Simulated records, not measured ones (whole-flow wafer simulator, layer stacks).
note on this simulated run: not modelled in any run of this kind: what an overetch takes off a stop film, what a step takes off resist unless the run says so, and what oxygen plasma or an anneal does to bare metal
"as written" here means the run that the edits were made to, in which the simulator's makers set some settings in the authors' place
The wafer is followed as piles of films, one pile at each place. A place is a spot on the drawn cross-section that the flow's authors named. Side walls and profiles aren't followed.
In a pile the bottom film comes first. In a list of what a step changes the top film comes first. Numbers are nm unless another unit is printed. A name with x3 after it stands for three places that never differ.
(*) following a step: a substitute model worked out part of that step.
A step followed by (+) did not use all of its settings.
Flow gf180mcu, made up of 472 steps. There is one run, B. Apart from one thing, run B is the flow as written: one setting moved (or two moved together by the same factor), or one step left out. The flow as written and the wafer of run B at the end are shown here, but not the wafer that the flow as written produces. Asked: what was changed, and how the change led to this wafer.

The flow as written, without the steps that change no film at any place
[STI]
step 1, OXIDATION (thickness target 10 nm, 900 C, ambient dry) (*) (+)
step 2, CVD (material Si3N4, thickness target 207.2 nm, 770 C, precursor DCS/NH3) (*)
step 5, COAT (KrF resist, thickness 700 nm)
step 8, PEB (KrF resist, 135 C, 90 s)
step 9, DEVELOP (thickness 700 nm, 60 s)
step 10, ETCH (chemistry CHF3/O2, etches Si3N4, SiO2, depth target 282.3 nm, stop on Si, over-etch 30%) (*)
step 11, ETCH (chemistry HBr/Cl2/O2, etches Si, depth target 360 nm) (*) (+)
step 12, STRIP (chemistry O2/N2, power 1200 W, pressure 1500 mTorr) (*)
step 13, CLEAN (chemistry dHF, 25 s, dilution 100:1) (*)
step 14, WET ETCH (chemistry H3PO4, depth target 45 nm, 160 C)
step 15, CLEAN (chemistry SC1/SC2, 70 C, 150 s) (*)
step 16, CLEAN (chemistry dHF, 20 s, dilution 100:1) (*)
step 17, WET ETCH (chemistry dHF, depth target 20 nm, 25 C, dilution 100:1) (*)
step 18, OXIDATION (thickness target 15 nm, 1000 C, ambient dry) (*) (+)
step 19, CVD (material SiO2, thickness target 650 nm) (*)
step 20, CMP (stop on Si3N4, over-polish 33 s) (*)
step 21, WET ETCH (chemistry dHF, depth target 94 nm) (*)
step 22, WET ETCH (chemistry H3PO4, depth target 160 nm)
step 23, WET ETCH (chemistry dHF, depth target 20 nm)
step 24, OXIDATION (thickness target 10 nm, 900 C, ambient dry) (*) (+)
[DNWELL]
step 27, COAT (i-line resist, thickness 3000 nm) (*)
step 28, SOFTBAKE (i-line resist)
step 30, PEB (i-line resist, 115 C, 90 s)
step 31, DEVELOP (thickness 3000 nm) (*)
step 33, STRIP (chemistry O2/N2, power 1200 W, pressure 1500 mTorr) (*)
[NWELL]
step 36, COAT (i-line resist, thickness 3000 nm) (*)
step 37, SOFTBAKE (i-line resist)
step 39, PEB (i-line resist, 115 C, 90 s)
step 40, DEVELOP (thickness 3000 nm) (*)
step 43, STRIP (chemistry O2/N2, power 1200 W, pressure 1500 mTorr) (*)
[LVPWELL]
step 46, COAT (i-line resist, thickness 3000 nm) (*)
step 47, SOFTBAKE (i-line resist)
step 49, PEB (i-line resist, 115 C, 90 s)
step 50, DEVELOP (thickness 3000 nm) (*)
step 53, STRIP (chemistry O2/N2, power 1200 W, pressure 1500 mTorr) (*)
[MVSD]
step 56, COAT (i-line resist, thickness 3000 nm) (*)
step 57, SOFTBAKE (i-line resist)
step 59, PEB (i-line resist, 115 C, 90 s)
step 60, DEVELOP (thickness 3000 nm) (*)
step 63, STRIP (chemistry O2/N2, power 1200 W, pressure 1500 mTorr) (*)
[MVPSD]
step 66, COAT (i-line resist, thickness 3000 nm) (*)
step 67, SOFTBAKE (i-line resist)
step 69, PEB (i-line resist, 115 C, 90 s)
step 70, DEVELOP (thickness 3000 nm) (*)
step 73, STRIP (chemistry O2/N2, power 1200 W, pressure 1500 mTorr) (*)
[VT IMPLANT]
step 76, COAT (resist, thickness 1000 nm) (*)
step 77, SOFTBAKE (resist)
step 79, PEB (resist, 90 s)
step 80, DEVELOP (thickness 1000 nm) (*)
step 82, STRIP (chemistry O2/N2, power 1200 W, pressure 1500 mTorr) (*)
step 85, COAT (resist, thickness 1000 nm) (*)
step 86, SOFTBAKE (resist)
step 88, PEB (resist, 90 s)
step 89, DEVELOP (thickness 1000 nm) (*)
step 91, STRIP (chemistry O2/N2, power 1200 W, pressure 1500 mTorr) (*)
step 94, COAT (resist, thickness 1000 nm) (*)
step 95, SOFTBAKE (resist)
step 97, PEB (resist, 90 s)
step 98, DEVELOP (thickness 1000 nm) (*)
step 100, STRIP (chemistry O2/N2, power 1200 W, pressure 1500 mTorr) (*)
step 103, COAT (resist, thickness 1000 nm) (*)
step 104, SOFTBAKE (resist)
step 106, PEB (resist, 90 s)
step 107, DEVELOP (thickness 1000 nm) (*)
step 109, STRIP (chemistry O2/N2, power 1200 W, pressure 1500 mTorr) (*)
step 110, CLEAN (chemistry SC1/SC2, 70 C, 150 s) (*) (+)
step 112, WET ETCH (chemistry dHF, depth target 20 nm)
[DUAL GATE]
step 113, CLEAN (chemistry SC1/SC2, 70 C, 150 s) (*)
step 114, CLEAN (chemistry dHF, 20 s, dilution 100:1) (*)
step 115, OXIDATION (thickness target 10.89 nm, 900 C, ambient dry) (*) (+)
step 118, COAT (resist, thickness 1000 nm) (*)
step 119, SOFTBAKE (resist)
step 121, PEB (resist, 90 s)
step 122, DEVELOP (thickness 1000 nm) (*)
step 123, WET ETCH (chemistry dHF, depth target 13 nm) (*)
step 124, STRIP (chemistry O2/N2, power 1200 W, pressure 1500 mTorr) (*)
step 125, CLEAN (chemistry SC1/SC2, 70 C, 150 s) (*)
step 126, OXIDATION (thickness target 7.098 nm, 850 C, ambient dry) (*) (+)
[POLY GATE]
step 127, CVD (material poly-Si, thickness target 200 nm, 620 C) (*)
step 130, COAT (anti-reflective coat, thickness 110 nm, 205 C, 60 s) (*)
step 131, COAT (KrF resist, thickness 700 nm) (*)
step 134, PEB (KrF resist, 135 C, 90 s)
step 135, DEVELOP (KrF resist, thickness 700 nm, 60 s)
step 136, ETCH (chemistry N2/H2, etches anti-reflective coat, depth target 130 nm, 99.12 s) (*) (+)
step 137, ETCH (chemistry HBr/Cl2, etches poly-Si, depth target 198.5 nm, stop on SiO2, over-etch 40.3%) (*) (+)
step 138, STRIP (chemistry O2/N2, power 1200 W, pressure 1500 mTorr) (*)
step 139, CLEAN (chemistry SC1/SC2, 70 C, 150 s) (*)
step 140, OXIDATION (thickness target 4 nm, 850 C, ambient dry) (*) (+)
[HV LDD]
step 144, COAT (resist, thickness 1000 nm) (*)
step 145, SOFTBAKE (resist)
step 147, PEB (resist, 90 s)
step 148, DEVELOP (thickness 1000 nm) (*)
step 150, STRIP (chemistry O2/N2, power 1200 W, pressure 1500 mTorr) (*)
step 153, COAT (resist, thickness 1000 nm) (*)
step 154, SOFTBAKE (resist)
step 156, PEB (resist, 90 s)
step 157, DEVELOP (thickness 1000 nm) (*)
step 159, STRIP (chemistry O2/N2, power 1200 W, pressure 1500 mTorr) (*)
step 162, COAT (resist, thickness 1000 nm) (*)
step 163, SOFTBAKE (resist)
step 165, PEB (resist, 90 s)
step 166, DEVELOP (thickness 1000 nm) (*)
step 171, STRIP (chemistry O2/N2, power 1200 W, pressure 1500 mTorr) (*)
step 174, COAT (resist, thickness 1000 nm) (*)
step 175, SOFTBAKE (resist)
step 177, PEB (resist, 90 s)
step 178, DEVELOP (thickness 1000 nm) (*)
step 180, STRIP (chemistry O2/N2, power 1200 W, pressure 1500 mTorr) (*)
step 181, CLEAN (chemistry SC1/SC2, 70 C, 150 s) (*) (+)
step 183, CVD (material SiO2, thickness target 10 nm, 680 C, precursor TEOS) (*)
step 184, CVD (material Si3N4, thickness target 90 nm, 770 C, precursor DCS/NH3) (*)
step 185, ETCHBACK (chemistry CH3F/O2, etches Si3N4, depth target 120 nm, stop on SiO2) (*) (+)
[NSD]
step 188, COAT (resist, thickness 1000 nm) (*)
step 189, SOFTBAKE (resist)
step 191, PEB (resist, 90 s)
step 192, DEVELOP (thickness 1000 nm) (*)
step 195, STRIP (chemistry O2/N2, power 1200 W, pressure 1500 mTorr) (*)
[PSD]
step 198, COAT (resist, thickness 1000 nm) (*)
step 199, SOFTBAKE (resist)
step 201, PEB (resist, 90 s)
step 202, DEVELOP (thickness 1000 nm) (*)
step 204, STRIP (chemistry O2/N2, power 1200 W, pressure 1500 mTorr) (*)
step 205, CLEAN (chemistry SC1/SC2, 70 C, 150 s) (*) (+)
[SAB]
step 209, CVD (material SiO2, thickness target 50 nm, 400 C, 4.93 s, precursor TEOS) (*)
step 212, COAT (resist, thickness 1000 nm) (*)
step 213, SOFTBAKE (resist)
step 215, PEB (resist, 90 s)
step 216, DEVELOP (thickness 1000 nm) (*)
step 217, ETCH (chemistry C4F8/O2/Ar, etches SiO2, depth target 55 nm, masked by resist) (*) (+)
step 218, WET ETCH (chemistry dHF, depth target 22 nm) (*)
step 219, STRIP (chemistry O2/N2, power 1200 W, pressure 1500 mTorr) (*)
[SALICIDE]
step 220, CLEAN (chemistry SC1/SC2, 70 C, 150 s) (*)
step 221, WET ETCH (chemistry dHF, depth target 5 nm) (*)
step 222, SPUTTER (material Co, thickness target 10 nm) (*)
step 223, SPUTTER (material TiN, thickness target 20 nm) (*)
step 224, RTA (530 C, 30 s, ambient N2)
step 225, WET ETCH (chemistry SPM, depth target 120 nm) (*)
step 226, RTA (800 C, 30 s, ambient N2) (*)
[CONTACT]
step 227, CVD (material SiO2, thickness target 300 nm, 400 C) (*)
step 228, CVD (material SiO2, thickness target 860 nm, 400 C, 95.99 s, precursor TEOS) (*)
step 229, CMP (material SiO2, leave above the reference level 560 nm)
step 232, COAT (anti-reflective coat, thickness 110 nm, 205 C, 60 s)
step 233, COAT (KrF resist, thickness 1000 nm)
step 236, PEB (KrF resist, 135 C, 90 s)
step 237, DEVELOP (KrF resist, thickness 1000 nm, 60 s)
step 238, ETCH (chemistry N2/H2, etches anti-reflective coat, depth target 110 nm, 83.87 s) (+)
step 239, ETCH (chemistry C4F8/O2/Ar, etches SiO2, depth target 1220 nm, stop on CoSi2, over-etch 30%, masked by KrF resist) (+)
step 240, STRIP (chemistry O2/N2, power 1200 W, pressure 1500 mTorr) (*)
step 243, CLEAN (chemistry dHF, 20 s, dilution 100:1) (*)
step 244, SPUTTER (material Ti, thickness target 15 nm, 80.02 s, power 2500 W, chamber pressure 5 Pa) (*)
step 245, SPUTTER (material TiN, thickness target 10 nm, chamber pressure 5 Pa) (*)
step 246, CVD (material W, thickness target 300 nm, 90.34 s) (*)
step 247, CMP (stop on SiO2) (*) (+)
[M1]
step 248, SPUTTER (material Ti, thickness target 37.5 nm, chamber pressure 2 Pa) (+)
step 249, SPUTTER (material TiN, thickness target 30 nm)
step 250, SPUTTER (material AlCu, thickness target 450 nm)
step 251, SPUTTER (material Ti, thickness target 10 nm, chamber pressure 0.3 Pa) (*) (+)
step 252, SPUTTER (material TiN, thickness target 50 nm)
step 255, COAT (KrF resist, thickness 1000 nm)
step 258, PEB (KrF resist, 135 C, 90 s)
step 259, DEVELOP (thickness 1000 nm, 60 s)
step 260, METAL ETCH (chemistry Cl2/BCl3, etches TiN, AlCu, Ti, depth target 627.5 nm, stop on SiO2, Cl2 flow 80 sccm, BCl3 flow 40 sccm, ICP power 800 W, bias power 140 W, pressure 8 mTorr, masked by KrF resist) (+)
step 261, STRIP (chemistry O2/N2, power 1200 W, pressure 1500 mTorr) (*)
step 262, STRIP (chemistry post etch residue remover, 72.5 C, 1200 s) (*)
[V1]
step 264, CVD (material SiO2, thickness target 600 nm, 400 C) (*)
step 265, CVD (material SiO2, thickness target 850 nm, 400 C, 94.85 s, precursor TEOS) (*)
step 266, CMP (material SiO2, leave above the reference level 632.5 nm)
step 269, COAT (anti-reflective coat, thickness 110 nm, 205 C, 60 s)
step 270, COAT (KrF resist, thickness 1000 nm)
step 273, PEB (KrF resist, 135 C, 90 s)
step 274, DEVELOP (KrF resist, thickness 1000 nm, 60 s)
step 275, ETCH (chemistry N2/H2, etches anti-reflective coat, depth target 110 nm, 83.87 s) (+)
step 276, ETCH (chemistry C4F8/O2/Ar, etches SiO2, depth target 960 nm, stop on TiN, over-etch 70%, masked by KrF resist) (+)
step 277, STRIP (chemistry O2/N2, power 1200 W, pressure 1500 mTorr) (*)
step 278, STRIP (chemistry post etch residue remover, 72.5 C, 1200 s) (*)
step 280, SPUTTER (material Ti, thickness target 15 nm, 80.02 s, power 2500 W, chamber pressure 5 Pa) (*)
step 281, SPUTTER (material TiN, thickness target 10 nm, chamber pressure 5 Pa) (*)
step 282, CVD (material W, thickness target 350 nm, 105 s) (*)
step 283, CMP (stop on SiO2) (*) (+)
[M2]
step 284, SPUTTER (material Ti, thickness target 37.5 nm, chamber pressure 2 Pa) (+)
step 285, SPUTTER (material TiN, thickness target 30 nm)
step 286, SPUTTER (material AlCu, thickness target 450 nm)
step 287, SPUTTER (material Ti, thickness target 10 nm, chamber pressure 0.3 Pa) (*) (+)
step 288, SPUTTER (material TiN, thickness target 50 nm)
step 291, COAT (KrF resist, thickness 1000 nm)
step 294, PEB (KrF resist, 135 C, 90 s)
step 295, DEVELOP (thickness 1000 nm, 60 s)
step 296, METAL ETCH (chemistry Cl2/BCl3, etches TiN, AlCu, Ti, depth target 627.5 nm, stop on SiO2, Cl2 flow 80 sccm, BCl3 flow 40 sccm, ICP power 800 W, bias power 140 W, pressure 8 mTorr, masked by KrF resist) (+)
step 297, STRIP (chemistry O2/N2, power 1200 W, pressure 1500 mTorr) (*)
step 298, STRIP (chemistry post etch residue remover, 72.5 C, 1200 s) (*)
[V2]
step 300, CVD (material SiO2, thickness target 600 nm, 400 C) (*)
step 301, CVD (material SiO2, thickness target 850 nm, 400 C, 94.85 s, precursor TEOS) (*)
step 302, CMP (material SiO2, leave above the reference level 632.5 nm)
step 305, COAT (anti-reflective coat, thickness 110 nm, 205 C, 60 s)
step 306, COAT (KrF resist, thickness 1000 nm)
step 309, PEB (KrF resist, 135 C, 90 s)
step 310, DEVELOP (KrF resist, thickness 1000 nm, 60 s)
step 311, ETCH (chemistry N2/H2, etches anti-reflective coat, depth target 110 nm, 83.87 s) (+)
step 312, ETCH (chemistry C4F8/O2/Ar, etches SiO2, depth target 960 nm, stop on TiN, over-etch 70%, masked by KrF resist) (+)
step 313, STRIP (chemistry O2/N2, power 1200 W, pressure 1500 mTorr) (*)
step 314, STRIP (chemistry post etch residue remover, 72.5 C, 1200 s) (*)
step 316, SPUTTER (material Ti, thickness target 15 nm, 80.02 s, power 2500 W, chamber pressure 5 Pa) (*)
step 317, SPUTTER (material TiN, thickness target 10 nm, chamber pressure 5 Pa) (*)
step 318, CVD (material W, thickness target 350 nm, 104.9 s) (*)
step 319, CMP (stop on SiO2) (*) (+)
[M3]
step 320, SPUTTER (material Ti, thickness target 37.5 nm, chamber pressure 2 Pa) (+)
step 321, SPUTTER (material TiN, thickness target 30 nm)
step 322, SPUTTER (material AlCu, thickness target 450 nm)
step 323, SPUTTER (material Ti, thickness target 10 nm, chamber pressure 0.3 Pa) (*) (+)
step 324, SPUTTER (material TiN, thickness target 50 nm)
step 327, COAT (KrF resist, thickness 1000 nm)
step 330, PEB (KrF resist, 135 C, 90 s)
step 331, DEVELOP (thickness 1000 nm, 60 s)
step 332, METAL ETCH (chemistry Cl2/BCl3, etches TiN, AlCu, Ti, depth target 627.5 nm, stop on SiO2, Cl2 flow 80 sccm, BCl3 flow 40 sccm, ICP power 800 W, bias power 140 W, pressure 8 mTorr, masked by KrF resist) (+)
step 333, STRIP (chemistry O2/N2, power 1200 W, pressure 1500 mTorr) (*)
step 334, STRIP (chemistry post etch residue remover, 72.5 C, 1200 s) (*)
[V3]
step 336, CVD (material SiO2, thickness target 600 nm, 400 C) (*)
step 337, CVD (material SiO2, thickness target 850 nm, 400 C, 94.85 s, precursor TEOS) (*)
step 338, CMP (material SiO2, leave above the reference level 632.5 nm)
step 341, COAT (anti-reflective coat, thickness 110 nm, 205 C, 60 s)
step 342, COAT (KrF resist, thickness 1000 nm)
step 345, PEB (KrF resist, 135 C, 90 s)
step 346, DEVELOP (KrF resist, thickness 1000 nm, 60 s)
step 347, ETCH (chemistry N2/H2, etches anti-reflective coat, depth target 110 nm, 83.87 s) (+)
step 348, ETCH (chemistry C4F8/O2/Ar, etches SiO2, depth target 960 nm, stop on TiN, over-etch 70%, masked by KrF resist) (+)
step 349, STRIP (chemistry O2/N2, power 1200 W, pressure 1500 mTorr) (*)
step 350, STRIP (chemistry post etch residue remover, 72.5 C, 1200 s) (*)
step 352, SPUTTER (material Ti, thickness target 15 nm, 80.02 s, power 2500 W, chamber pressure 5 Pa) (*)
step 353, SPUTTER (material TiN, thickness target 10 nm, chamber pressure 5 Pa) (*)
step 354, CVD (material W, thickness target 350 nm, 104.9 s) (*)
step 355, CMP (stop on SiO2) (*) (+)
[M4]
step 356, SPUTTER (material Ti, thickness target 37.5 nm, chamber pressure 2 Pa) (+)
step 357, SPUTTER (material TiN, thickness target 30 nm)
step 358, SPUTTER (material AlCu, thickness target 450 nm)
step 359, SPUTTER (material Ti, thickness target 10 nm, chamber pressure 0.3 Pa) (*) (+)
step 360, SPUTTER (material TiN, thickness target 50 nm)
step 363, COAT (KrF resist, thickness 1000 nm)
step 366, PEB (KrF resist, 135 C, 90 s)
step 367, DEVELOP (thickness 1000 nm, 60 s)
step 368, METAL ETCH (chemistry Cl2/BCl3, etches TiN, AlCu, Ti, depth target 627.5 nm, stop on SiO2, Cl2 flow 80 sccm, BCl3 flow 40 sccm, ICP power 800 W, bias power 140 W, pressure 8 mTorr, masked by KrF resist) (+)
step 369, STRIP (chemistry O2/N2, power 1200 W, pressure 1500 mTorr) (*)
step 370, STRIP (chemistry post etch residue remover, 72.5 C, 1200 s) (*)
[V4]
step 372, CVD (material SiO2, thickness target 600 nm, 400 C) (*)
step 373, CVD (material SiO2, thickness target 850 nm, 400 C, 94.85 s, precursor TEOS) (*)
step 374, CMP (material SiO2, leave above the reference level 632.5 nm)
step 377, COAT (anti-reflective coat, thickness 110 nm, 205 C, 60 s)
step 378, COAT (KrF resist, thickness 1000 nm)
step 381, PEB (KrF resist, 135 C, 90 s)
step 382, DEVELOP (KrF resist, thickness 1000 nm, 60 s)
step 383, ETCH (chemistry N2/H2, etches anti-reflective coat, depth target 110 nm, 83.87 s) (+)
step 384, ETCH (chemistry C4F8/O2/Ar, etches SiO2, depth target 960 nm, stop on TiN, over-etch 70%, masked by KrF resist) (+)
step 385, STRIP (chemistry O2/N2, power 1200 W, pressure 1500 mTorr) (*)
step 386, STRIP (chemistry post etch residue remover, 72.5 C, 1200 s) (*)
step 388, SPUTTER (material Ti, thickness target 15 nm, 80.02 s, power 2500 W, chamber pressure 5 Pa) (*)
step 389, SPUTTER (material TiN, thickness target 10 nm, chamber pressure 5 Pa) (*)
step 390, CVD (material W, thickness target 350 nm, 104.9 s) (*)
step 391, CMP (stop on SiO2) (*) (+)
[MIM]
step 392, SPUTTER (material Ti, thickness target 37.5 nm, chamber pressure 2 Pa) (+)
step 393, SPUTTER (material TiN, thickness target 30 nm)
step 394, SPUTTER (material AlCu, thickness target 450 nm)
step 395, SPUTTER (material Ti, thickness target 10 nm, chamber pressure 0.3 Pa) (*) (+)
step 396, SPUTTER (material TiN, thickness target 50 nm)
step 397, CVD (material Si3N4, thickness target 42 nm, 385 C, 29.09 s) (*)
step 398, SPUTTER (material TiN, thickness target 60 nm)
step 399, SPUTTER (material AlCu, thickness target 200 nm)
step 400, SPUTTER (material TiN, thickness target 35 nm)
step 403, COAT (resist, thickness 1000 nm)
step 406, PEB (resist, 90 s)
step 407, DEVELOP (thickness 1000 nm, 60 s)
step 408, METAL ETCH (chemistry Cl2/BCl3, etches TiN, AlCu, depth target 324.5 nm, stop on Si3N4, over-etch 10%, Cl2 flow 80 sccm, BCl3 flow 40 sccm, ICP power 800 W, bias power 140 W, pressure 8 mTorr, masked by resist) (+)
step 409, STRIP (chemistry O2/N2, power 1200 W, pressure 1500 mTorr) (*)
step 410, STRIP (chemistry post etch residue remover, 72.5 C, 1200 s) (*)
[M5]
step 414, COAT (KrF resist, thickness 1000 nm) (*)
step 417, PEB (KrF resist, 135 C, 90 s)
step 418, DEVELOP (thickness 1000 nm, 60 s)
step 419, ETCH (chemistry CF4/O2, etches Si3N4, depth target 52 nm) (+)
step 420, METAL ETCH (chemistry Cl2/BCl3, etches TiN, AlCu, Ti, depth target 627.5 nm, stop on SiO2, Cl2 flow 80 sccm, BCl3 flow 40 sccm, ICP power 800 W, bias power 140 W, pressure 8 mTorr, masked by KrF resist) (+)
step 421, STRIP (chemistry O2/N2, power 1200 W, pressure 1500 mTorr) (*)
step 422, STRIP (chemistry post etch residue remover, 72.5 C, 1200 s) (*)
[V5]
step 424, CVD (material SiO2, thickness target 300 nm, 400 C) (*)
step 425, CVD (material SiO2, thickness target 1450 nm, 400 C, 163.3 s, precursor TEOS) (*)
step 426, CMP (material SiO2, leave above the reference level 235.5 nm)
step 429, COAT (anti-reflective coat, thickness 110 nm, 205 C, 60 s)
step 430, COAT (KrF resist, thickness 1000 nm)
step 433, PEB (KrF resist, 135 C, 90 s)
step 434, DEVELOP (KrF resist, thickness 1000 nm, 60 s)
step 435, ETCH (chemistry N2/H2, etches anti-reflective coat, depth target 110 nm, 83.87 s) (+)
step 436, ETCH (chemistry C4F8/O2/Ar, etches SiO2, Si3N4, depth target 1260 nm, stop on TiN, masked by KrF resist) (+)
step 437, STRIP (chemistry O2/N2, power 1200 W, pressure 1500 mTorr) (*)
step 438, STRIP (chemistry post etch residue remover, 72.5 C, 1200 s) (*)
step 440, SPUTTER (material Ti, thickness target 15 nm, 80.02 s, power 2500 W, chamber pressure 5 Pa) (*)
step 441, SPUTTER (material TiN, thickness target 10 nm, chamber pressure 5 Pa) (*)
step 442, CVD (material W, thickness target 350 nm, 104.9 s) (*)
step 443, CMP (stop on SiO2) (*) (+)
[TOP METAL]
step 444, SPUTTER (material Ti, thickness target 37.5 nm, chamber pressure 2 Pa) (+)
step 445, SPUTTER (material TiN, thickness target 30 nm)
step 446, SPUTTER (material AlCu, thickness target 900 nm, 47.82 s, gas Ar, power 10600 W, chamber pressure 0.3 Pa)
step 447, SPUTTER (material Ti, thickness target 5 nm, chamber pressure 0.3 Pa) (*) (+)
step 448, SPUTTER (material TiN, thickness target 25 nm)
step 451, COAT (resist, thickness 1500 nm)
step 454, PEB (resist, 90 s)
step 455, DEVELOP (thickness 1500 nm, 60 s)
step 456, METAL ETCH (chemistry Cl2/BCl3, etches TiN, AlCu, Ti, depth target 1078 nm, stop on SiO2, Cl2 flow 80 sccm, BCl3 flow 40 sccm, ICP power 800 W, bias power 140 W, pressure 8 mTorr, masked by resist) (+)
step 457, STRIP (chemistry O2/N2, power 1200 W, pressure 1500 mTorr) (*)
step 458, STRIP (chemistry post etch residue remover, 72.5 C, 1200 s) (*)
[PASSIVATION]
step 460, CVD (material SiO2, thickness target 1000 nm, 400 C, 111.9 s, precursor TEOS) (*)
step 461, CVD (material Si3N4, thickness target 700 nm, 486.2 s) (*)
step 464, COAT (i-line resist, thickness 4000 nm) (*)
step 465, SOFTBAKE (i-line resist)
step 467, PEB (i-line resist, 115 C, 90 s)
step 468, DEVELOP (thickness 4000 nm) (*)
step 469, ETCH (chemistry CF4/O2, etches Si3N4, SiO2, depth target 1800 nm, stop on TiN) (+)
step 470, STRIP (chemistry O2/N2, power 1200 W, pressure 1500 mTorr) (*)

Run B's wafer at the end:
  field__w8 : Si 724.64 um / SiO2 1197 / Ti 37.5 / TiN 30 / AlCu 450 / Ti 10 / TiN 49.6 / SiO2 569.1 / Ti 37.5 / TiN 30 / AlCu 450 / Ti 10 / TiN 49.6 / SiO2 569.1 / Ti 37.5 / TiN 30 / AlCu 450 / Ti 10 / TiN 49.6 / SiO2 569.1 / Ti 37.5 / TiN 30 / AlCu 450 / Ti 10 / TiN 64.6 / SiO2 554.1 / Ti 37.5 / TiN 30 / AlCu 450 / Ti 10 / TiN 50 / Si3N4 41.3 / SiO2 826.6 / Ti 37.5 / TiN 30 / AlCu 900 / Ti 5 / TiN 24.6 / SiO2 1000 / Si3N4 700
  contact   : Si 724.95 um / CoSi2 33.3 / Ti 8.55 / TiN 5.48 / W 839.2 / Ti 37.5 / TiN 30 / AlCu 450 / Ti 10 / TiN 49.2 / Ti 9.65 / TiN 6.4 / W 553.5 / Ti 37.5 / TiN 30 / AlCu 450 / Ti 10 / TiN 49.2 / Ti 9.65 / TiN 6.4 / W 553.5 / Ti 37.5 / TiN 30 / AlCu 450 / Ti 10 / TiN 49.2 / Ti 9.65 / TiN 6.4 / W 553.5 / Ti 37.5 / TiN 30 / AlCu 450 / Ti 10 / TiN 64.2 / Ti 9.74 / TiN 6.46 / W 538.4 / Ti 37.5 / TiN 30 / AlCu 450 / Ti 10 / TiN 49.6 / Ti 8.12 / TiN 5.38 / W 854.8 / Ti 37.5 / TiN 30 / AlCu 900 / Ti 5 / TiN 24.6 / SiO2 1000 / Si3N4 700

What caused this: step 360, SPUTTER: thickness target 65 nm was run, whereas the flow has thickness target 50 nm.

Step by step, how the change led to this:
  step 360, SPUTTER (material TiN, thickness target 50 nm)
      field, field__w1, field__w2 and 108 more: TiN gains 65 (new film) (as written it would have been: TiN gains 50 (new film))
  step 368, METAL ETCH (chemistry Cl2/BCl3, etches TiN, AlCu, Ti, depth target 627.5 nm, stop on SiO2, Cl2 flow 80 sccm, BCl3 flow 40 sccm, ICP power 800 W, bias power 140 W, pressure 8 mTorr, masked by KrF resist) (+)
      field, field__w1, field__w2 and 103 more: TiN loses 65 (all of it), Ti loses 10 (all of it), AlCu loses 450 (all of it), TiN loses 30 (all of it), Ti loses 37.5 (all of it) (as written it would have been: TiN loses 50 (all of it), Ti loses 10 (all of it), AlCu loses 450 (all of it), TiN loses 30 (all of it), Ti loses 37.5 (all of it))
  step 384, ETCH (chemistry C4F8/O2/Ar, etches SiO2, depth target 960 nm, stop on TiN, over-etch 70%, masked by KrF resist) (+)
      contact: SiO2 loses 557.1 (all of it) (as written it would have been: SiO2 loses 572.1 (all of it))
